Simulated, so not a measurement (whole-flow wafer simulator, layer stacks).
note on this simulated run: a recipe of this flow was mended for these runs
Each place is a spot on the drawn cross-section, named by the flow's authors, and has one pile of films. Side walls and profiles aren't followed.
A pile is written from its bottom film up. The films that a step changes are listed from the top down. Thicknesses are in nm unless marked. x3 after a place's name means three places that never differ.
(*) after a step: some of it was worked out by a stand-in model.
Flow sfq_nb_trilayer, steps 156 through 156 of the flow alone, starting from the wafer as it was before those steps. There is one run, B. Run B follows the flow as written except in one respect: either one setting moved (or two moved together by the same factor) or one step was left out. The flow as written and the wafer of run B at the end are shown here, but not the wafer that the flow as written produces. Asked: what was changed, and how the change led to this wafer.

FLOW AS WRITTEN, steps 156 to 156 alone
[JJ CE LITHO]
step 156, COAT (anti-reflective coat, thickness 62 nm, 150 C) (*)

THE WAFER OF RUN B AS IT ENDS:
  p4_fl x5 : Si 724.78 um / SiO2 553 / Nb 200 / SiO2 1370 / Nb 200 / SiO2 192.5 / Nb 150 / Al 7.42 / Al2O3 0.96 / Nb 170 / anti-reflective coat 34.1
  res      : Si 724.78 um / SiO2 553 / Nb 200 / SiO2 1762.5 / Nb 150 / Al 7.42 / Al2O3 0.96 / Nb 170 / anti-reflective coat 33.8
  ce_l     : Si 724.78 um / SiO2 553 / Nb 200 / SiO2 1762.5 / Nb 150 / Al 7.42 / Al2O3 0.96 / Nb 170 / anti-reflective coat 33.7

Cause: step 156, COAT: thickness 34.1 nm was run, whereas the flow has thickness 62 nm.
One can read it off the wafer: p4_fl x5 has anti-reflective coat 34.1, and step 156 as written asks for 62 nm.

The path from the change to this, step by step:
  step 156, COAT (anti-reflective coat, thickness 62 nm, 150 C) (*)
      p4_fl x5, p4_w1 x9, p3_s0 x42, wl_j_sl x15, wl_d_m1, l0r_line_l x3, m0r_space_l x2: +34.1 anti-reflective coat (new film) (in the flow as written it would be: +62 anti-reflective coat (new film))
      res, r_end, moat and 6 more: +33.8 anti-reflective coat (new film) (in the flow as written it would be: +62.3 anti-reflective coat (new film))
      (as well as at 20 more places)
